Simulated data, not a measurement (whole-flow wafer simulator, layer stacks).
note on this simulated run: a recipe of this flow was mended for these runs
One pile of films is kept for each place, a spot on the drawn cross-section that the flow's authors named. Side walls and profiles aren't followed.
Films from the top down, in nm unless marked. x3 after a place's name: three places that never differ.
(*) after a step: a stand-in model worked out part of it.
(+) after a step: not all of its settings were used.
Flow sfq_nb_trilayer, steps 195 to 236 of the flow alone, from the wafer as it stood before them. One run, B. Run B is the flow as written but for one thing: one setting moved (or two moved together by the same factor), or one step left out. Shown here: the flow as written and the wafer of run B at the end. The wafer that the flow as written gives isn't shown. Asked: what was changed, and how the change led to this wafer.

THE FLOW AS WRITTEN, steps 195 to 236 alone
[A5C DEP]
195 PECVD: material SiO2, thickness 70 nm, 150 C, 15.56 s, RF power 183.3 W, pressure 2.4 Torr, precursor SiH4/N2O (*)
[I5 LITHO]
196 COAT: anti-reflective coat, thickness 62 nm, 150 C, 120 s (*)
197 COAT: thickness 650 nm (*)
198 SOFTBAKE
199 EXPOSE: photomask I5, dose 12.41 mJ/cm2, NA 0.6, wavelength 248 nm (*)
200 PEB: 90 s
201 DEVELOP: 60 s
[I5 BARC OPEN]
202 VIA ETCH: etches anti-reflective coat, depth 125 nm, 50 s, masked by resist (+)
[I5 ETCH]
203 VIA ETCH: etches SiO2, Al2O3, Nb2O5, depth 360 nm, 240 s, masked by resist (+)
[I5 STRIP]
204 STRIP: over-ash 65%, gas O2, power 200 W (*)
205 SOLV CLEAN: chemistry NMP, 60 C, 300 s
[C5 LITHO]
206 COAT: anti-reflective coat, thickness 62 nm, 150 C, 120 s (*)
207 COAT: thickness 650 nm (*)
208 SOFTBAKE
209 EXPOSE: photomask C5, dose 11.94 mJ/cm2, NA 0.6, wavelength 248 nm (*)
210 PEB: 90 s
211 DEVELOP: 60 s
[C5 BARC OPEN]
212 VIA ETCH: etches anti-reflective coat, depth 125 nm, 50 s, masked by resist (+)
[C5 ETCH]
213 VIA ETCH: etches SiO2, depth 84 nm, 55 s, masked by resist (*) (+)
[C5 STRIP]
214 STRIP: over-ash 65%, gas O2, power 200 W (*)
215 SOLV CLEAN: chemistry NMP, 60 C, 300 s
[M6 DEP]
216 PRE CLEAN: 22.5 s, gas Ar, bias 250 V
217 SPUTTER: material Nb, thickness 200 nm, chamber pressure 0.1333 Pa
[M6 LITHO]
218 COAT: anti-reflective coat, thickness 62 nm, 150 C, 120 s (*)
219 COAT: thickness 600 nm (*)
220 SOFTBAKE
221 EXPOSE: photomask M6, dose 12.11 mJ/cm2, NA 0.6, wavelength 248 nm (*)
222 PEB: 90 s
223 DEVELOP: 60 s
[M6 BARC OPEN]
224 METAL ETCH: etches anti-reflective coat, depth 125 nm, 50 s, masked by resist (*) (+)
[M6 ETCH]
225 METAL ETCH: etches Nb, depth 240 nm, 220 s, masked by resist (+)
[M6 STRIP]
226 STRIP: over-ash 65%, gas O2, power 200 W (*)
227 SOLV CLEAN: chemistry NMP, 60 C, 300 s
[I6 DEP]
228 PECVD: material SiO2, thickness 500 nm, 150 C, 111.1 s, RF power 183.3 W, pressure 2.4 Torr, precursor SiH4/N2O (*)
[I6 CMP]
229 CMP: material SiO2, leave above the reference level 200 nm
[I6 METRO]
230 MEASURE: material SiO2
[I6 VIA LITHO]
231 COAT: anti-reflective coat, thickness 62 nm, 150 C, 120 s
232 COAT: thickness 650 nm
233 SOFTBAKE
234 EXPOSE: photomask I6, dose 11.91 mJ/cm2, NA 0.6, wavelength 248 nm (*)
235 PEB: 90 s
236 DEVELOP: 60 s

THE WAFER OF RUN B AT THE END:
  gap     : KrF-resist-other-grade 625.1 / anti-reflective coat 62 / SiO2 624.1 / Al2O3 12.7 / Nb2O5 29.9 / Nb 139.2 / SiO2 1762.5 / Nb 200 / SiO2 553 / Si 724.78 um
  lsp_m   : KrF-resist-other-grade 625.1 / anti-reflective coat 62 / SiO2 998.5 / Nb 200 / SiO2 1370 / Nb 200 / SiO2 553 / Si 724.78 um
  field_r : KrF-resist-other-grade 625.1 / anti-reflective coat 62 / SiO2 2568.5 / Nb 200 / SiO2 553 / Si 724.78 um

The cause: step 195, PECVD: 19.29 s was run, where the flow has 15.56 s.

How the change led to this, step by step:
  195 PECVD: material SiO2, thickness 70 nm, 150 C, 15.56 s, RF power 183.3 W, pressure 2.4 Torr, precursor SiH4/N2O (*)
      field_l, v_sur, via_wl and 92 more: SiO2 +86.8 (as written it would be: SiO2 +70)
      ce_l, c5j, ce_r and 8 more: SiO2 +86.8 (new film) (as written it would be: SiO2 +70 (new film))
  203 VIA ETCH: etches SiO2, Al2O3, Nb2O5, depth 360 nm, 240 s, masked by resist (+)
      be: SiO2 -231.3 (all of it), Al2O3 -12.7 (all of it), Nb2O5 -29.9 (all of it), Nb -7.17 (as written it would be: SiO2 -214.5 (all of it), Al2O3 -12.7 (all of it), Nb2O5 -29.9 (all of it), Nb -8.57)
  213 VIA ETCH: etches SiO2, depth 84 nm, 55 s, masked by resist (*) (+)
      c5j: SiO2 -84 (as written it would be: SiO2 -69.7 (all of it), Nb -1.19)
      res: SiO2 -84 (as written it would be: SiO2 -69.7 (all of it), Ti -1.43)
  216 PRE CLEAN: 22.5 s, gas Ar, bias 250 V
      c5j: SiO2 -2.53 (all of it), Nb -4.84 (as written it would be: Nb -6.45)
      res: SiO2 -2.45 (all of it), Ti -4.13 (as written it would be: Ti -4.53)
  217 SPUTTER: material Nb, thickness 200 nm, chamber pressure 0.1333 Pa
      be: Nb +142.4 (as written it would be: Nb +145.8)
      c5j: Nb +183.3 (as written it would be: Nb +188.4)
  218 COAT: anti-reflective coat, thickness 62 nm, 150 C, 120 s (*)
      be: anti-reflective coat +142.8 (new film) (as written it would be: anti-reflective coat +139.6 (new film))
      be_sur: anti-reflective coat +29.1 (new film) (as written it would be: anti-reflective coat +28.5 (new film))
      (and at 8 more places)
  226 STRIP: over-ash 65%, gas O2, power 200 W (*)
      be: KrF-resist-other-grade -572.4 (all of it), anti-reflective coat -142.8 (all of it) (as written it would be: KrF-resist-other-grade -559.4 (all of it), anti-reflective coat -139.6 (all of it))
      be_sur: KrF-resist-other-grade -362.9 (all of it), anti-reflective coat -29.1 (all of it) (as written it would be: KrF-resist-other-grade -365.3 (all of it), anti-reflective coat -28.5 (all of it))
      (and at 8 more places)
  228 PECVD: material SiO2, thickness 500 nm, 150 C, 111.1 s, RF power 183.3 W, pressure 2.4 Torr, precursor SiH4/N2O (*)
      be: SiO2 +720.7 (new film) (as written it would be: SiO2 +702 (new film))
      c5j: SiO2 +533.9 (new film) (as written it would be: SiO2 +514.7 (new film))
  229 CMP: material SiO2, leave above the reference level 200 nm
      res: SiO2 -261.3 (as written it would be: SiO2 -279.3)
